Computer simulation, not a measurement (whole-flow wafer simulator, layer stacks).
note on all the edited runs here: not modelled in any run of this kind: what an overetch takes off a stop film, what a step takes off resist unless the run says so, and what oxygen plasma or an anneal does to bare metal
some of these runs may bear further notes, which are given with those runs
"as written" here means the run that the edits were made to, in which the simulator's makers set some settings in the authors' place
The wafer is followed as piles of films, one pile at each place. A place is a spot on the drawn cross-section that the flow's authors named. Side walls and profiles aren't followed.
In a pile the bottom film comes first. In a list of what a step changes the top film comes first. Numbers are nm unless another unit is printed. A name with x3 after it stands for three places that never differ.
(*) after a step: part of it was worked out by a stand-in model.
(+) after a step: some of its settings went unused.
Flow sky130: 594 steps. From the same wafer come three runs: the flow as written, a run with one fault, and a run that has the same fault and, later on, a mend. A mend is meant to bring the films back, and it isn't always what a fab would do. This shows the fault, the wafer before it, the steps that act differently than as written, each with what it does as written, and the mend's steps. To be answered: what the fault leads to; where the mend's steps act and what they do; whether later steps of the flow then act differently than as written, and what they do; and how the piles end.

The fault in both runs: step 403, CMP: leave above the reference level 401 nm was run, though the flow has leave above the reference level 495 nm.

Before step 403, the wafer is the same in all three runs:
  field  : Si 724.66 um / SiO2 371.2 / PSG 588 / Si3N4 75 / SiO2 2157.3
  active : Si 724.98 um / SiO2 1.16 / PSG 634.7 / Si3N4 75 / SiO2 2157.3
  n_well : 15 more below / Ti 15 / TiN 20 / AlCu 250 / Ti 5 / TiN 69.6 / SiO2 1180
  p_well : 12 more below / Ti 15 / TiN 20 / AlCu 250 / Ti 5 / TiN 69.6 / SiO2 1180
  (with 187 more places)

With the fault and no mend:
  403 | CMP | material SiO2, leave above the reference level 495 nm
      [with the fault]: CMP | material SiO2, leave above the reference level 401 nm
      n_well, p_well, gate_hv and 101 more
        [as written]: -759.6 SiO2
        [with the fault]: -853.6 SiO2
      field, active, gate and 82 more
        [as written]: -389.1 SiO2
        [with the fault]: -483.1 SiO2
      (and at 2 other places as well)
  Steps later in the flow that act otherwise than as written:
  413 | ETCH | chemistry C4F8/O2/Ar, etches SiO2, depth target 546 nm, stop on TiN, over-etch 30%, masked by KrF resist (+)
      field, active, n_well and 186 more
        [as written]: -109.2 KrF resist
        [with the fault]: -84.8 KrF resist
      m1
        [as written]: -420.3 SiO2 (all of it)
        [with the fault]: -326.3 SiO2 (all of it)
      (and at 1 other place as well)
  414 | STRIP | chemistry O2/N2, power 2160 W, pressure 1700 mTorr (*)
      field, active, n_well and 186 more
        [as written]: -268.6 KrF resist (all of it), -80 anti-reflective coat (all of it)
        [with the fault]: -293 KrF resist (all of it), -80 anti-reflective coat (all of it)
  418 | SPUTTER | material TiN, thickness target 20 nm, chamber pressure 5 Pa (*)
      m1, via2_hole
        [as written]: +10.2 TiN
        [with the fault]: +11.5 TiN
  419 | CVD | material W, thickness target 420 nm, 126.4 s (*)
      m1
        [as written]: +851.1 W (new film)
        [with the fault]: +755.8 W (new film)
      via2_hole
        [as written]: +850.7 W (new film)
        [with the fault]: +755.4 W (new film)
  The piles end different from the flow's at field, active, n_well and 190 more by more than 2% or 0.5 nm, whichever is larger.
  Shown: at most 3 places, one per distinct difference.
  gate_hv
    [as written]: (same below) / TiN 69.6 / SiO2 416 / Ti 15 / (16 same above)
    [with the fault]: (same below) / TiN 69.6 / SiO2 322 / Ti 15 / (16 same above)
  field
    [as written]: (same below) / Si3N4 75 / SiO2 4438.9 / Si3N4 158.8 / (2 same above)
    [with the fault]: (same below) / Si3N4 75 / SiO2 4344.9 / Si3N4 158.8 / (2 same above)
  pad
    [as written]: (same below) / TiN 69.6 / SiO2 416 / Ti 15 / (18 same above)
    [with the fault]: (same below) / TiN 69.6 / SiO2 322 / Ti 15 / (18 same above)

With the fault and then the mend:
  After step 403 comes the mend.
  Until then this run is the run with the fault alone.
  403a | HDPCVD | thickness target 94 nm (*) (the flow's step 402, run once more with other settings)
      field, active, n_well and 188 more
        +94 SiO2
  None of the later steps of the flow differs from how it acts as written, at any place that is followed, by more than 2% or 0.5 nm, whichever is larger.
  At every place that both follow, the piles at the end match the flow's.
